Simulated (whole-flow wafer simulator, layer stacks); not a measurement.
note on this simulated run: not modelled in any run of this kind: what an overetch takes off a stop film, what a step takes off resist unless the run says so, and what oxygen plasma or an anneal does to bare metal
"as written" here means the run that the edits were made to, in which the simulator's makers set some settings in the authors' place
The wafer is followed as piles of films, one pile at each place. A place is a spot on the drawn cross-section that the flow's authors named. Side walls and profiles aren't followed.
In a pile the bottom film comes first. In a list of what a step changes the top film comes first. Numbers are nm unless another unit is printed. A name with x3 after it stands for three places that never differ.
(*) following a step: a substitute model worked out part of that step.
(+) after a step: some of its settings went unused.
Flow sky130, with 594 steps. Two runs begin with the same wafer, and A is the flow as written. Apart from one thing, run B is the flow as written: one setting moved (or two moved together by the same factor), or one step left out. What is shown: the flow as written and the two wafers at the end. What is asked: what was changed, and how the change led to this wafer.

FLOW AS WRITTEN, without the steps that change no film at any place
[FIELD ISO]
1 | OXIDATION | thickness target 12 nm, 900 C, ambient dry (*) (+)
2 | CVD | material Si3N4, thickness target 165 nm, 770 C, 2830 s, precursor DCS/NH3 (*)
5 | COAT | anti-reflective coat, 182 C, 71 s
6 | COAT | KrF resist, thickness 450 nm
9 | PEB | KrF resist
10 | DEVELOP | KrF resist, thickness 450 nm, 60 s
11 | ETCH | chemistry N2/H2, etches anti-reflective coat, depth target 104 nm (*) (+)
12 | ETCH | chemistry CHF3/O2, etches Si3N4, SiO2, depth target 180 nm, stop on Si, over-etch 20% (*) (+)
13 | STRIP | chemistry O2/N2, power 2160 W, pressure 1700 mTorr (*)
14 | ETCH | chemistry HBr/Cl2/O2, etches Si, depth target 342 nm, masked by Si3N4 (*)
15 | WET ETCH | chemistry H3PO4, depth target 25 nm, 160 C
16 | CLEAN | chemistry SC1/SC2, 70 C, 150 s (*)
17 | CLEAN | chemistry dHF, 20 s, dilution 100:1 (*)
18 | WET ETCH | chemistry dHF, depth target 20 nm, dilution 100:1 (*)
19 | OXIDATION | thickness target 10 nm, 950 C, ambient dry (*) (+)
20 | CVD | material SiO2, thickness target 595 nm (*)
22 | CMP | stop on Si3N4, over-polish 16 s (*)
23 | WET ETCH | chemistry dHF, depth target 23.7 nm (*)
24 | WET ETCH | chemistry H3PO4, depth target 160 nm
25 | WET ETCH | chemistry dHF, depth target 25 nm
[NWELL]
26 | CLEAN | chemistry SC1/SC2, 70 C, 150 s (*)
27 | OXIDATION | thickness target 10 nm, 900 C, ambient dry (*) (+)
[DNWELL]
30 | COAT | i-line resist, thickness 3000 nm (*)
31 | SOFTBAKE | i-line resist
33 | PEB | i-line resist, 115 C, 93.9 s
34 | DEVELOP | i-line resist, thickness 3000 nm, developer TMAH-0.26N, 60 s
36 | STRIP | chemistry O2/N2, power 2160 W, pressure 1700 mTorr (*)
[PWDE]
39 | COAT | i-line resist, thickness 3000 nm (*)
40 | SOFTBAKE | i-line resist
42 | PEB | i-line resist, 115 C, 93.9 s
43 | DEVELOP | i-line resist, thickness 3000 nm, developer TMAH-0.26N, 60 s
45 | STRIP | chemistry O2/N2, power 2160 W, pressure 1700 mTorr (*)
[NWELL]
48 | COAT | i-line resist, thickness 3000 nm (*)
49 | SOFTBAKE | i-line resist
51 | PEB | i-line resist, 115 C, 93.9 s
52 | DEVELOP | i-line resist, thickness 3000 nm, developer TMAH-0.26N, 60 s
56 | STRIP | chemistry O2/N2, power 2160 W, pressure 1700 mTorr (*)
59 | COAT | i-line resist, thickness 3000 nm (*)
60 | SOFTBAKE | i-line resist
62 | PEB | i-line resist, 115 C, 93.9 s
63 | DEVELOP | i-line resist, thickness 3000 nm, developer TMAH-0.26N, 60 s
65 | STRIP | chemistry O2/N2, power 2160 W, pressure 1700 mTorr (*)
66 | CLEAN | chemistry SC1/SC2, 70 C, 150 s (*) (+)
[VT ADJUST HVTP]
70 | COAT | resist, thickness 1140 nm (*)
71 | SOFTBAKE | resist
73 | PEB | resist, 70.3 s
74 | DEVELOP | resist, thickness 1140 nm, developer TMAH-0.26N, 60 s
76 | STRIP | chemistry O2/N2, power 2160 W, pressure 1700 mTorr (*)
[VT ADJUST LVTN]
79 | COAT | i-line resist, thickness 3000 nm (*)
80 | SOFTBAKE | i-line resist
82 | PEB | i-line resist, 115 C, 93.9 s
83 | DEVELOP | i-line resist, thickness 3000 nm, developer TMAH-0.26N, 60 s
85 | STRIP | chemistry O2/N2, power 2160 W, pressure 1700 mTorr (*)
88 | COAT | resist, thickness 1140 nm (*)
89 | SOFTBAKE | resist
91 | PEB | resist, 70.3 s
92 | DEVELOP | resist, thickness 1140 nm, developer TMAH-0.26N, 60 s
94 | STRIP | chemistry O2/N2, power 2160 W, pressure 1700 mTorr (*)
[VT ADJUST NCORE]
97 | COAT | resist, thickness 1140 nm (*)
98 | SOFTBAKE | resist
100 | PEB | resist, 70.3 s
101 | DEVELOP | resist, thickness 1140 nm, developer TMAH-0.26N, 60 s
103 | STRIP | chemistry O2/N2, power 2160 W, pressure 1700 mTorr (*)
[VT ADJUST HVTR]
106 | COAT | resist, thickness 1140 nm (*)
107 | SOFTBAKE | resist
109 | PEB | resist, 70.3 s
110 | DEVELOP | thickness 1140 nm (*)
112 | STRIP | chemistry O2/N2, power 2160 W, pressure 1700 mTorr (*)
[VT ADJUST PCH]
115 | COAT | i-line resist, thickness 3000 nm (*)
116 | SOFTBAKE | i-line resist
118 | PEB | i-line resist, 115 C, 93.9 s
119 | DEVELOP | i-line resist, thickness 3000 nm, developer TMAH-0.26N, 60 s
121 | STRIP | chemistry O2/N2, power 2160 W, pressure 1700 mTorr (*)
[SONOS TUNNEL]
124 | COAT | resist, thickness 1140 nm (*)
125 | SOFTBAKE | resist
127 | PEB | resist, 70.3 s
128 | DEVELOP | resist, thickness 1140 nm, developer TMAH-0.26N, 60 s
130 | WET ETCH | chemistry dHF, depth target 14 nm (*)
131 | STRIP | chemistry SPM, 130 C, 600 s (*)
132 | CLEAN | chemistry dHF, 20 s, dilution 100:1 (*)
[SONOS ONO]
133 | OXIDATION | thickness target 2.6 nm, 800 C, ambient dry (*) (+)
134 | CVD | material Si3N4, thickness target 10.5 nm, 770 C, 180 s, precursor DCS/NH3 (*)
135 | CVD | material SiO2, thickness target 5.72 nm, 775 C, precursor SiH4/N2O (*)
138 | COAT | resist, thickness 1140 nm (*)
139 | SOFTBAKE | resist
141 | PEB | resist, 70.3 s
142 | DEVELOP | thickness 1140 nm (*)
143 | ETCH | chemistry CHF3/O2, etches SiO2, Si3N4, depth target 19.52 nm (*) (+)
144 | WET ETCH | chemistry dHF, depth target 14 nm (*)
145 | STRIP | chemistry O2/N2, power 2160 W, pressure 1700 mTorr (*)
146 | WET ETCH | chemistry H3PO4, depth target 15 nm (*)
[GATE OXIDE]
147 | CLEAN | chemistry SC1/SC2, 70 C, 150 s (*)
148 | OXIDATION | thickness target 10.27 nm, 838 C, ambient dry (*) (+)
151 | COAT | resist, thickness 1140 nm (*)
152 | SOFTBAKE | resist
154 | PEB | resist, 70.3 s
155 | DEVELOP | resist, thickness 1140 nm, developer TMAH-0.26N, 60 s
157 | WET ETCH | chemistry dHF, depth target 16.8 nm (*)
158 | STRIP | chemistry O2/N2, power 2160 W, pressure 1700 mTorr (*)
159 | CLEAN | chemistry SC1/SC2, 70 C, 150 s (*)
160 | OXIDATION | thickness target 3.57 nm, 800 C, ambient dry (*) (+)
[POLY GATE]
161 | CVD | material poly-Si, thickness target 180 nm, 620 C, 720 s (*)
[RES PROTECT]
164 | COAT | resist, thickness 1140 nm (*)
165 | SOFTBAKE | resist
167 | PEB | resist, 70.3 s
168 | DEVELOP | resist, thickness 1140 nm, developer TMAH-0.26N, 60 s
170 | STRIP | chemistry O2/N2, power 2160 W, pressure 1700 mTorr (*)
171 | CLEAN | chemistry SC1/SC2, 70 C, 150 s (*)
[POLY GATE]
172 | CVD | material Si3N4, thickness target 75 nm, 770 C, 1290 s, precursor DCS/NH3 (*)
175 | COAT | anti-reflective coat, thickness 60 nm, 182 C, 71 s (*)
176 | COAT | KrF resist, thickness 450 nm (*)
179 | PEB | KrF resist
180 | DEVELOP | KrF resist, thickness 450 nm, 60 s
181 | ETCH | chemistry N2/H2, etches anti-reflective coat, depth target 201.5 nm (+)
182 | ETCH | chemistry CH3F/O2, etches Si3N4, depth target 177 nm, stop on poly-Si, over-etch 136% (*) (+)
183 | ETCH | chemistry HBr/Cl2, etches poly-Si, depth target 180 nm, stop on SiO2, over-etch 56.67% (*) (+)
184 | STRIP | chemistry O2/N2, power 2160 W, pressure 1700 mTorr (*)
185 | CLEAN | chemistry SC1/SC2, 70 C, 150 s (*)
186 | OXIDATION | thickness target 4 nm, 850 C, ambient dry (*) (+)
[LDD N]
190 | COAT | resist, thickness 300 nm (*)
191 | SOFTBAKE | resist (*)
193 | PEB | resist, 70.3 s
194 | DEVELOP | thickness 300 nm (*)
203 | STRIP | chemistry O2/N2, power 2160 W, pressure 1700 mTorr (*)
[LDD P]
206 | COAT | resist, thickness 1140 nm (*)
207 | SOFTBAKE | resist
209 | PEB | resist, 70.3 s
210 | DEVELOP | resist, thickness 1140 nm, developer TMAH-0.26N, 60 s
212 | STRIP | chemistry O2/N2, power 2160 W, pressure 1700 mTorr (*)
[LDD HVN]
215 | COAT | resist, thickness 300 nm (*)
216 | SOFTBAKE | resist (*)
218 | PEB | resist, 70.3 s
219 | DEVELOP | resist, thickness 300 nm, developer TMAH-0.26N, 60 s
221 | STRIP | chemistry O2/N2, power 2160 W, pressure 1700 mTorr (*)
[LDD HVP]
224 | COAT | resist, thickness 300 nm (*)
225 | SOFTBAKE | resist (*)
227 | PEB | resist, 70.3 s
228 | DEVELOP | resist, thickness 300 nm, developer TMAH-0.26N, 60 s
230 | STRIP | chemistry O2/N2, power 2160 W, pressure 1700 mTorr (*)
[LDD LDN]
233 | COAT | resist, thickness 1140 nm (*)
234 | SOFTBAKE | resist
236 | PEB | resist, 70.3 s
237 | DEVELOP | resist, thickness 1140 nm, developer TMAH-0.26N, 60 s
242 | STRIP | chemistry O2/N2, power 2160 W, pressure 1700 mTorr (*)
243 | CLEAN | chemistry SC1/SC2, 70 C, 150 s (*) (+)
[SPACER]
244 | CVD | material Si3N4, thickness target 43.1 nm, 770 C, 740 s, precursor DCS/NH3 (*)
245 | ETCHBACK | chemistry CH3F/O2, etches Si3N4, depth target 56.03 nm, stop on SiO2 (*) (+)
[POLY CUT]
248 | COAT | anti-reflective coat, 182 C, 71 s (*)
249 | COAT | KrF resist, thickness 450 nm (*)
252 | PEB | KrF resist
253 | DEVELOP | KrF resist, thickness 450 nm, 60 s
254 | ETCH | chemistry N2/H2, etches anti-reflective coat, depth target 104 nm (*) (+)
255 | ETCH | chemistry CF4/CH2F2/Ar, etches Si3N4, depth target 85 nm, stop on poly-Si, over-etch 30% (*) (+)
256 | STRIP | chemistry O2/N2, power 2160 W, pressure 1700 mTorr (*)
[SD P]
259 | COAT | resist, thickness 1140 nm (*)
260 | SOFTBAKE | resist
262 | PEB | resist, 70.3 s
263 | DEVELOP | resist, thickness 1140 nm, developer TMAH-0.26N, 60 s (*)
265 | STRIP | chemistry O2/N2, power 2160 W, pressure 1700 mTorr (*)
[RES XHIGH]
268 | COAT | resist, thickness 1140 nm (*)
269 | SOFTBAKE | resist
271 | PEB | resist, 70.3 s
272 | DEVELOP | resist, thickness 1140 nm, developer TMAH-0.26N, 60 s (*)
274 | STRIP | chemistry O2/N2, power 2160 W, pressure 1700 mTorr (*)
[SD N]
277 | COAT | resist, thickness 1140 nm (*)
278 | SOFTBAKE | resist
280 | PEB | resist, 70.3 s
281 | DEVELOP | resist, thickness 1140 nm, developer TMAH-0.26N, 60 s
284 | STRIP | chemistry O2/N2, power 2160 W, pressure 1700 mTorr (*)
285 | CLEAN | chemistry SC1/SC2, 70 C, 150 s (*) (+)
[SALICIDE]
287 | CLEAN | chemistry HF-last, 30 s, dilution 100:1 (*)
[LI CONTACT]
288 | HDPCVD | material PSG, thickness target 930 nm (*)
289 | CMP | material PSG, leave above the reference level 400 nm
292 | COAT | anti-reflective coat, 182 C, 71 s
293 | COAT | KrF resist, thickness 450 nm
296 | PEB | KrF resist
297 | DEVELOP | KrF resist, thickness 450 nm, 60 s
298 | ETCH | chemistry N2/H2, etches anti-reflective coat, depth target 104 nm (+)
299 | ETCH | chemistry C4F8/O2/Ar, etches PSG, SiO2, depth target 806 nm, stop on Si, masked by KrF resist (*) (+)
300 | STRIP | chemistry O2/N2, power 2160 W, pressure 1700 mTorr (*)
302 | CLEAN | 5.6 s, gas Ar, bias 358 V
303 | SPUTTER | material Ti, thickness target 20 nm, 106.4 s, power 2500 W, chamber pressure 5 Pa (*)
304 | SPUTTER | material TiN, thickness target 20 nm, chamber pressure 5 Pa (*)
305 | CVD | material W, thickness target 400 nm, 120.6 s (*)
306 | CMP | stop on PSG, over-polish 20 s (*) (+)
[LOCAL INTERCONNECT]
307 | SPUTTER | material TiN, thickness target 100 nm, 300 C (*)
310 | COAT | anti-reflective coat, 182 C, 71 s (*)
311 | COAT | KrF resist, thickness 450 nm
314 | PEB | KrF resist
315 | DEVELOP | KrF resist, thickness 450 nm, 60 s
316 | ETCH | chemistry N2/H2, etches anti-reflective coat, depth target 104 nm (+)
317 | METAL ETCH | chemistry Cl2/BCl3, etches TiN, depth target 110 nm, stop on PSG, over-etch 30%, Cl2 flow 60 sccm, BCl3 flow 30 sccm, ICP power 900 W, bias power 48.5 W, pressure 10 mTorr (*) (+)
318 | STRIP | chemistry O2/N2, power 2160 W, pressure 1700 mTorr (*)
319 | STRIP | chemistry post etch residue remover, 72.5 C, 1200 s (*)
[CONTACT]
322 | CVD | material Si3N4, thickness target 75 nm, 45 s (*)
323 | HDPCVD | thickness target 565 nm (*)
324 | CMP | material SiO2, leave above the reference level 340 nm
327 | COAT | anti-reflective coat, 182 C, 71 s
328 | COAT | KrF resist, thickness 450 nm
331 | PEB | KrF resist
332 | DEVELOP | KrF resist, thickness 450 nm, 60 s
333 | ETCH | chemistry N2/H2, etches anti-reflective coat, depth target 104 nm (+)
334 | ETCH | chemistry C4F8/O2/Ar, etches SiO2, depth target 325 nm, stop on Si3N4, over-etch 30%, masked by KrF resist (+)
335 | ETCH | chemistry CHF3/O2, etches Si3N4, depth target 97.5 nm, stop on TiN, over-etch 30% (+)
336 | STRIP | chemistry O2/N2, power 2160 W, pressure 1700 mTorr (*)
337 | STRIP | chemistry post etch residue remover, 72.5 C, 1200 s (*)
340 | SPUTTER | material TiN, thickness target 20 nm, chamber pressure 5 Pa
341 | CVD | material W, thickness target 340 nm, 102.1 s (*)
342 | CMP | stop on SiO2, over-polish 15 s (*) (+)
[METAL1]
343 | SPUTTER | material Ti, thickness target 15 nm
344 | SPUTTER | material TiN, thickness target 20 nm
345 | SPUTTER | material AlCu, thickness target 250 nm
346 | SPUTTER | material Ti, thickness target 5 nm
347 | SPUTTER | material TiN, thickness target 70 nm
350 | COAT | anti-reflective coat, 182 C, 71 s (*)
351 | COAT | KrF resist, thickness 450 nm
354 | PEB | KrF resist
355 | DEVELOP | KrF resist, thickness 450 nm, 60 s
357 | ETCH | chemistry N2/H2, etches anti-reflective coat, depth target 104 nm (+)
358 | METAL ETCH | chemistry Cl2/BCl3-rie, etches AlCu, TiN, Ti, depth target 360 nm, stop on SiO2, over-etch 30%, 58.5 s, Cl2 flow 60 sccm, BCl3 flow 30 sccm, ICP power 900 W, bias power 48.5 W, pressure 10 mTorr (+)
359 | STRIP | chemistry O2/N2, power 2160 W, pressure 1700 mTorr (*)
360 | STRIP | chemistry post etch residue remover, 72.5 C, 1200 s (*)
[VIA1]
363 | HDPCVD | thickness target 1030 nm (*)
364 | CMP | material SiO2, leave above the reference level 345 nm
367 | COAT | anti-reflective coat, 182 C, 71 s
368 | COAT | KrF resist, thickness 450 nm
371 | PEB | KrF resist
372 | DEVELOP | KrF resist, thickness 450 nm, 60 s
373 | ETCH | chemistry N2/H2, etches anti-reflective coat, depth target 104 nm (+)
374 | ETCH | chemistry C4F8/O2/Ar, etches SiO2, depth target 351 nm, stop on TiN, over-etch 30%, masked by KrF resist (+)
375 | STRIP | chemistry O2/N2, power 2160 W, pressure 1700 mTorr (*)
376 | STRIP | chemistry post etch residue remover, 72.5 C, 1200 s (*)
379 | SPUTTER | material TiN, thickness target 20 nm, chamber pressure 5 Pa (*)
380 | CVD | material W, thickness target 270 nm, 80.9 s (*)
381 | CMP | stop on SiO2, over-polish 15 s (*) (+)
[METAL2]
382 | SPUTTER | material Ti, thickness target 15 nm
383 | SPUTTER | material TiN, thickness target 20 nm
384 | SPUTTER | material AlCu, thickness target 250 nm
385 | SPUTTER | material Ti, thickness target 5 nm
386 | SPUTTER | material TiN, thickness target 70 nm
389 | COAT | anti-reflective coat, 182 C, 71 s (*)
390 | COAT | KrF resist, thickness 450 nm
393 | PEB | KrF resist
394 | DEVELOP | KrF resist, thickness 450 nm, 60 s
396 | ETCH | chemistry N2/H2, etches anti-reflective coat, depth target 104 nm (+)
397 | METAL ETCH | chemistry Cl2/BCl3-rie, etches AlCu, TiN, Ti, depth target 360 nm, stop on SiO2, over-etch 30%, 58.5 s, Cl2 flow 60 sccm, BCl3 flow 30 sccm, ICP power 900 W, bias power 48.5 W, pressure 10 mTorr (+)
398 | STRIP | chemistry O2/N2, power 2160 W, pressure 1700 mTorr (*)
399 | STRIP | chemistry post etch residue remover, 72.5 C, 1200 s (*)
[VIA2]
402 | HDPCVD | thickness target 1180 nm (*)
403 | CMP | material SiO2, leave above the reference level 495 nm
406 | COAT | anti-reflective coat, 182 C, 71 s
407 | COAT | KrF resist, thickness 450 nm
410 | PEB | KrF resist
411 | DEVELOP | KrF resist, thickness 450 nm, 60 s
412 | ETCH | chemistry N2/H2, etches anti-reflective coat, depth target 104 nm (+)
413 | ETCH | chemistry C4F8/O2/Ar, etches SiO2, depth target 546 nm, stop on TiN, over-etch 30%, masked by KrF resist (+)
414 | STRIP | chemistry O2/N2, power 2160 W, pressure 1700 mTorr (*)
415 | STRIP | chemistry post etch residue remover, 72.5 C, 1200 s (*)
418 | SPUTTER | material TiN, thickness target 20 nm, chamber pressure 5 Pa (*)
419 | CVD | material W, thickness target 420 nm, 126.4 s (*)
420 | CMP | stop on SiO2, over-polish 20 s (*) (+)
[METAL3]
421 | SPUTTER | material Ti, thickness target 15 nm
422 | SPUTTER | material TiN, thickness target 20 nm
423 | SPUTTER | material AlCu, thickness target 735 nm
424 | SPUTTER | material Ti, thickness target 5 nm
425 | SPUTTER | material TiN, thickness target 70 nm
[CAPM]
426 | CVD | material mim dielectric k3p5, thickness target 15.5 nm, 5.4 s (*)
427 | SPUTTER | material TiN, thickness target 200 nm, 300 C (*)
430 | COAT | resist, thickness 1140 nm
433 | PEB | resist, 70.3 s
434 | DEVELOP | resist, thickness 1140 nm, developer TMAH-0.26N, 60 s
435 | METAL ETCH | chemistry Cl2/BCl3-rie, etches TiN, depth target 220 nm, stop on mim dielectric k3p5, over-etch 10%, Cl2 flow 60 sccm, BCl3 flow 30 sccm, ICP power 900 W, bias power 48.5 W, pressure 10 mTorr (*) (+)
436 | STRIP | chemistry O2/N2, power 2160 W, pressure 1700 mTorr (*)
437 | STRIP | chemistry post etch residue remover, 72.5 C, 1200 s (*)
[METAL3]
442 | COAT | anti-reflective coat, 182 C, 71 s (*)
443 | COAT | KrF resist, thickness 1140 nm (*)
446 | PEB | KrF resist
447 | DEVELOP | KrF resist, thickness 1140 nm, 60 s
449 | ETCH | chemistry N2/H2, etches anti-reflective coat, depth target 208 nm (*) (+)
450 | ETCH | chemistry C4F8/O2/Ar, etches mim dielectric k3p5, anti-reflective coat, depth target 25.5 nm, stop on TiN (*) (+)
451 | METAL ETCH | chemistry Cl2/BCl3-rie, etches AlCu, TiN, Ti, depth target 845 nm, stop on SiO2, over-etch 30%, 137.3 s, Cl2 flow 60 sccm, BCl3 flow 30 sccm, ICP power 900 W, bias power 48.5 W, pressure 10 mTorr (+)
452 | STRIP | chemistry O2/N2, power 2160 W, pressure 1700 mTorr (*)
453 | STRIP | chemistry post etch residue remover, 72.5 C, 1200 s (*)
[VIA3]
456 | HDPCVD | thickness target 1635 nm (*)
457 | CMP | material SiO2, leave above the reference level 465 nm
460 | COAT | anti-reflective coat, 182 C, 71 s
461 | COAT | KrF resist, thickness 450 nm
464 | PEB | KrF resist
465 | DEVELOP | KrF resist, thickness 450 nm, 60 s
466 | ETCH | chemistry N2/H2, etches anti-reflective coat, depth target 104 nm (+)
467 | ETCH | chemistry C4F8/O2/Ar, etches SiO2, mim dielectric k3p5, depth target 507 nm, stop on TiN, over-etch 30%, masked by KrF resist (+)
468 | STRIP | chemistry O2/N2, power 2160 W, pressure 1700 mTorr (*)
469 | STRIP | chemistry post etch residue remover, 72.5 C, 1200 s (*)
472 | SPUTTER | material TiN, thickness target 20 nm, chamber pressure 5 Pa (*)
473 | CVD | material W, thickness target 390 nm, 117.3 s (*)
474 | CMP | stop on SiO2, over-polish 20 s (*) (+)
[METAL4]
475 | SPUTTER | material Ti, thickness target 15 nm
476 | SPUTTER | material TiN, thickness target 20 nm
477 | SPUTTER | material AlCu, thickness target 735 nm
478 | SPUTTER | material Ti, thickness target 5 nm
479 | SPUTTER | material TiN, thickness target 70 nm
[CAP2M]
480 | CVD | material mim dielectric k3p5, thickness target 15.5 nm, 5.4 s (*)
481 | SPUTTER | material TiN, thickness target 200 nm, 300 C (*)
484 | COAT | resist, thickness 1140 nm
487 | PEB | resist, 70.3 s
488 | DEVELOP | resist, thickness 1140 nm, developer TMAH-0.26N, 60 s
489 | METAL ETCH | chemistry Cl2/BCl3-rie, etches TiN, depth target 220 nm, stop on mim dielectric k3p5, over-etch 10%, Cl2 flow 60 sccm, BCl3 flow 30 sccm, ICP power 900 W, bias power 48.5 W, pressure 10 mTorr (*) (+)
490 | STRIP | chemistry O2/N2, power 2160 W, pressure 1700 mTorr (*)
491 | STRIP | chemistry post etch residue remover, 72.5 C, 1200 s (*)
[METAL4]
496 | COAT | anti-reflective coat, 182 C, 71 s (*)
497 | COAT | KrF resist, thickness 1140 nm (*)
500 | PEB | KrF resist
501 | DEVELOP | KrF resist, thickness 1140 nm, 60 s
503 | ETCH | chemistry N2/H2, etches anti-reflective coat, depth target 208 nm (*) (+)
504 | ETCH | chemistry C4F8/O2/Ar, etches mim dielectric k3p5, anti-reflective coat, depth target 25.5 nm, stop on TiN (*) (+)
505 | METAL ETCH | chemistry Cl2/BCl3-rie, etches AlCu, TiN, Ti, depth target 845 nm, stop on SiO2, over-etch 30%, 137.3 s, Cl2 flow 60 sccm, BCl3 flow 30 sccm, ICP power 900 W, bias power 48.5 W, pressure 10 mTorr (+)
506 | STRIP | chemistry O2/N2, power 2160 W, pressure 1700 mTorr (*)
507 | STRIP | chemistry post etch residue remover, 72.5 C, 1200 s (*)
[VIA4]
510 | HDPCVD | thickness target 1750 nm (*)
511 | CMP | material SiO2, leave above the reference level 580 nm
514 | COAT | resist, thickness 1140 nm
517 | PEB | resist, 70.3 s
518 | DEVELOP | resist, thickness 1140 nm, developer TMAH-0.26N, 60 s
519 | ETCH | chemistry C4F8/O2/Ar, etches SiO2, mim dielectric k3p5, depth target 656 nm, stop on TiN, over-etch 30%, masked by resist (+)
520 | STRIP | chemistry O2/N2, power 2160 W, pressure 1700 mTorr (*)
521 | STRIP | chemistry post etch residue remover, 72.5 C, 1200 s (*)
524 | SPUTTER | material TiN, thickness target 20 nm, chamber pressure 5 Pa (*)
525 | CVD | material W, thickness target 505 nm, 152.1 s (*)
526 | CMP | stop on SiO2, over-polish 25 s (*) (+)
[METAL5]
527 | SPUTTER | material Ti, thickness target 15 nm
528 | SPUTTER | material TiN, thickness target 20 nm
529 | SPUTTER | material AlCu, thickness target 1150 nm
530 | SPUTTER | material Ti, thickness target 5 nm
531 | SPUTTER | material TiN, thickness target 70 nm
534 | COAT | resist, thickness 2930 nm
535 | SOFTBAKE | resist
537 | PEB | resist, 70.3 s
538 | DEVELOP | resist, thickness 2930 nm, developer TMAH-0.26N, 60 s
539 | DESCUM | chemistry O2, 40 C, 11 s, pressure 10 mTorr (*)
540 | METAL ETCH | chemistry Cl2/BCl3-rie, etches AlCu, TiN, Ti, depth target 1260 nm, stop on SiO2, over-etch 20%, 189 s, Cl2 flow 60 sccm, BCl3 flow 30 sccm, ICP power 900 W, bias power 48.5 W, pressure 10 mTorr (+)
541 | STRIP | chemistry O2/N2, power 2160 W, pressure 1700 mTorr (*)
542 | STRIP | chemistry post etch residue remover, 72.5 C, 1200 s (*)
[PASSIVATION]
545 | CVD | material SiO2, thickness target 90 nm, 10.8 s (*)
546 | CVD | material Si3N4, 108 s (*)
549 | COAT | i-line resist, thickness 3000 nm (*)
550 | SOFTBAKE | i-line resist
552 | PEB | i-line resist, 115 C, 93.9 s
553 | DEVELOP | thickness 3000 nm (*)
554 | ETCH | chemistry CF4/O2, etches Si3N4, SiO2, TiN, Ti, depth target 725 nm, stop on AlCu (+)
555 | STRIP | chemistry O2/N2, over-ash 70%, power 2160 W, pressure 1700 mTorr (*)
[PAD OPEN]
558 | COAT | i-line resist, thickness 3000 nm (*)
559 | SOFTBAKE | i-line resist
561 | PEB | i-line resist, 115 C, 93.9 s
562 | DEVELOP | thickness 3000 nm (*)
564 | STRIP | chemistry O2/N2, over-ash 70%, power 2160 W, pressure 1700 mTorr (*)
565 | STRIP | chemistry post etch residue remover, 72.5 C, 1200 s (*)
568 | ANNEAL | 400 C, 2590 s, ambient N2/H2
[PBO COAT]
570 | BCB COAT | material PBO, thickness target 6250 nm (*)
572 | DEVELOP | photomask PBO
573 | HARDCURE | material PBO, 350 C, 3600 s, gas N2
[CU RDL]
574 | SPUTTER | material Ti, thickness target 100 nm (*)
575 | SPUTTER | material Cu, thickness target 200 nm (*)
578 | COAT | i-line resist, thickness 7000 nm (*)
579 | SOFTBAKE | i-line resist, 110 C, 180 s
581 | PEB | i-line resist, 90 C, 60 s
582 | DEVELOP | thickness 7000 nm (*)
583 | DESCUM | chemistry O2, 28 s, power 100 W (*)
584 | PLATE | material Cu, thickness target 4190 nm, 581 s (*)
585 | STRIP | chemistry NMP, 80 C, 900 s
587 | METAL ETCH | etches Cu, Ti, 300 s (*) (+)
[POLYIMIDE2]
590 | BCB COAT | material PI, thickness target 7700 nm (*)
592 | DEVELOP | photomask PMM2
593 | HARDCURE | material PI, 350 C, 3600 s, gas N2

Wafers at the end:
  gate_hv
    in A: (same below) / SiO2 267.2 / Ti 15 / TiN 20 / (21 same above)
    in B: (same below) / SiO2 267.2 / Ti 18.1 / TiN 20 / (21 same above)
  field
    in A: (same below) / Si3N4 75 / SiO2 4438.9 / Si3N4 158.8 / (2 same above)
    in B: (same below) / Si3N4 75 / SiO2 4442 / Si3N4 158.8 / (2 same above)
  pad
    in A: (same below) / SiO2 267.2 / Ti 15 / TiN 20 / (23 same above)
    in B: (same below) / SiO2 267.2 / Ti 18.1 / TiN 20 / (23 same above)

The reason: step 382, SPUTTER: thickness target 18.1 nm was run, whereas the flow has thickness target 15 nm.
One can read it off the wafer: gate_hv has Ti 18.1, and step 382 as written asks for 15 nm.

How this came from the change, step by step:
  382 | SPUTTER | material Ti, thickness target 15 nm
      field, active, n_well and 188 more: A Ti gains 15 (new film) | B Ti gains 18.1 (new film)
  397 | METAL ETCH | chemistry Cl2/BCl3-rie, etches AlCu, TiN, Ti, depth target 360 nm, stop on SiO2, over-etch 30%, 58.5 s, Cl2 flow 60 sccm, BCl3 flow 30 sccm, ICP power 900 W, bias power 48.5 W, pressure 10 mTorr (+)
      field, active, gate and 82 more: A TiN loses 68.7 (all of it), Ti loses 5 (all of it), AlCu loses 250 (all of it), TiN loses 20 (all of it), Ti loses 15 (all of it), SiO2 loses 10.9 | B TiN loses 68.7 (all of it), Ti loses 5 (all of it), AlCu loses 250 (all of it), TiN loses 20 (all of it), Ti loses 18.1 (all of it), SiO2 loses 10.6
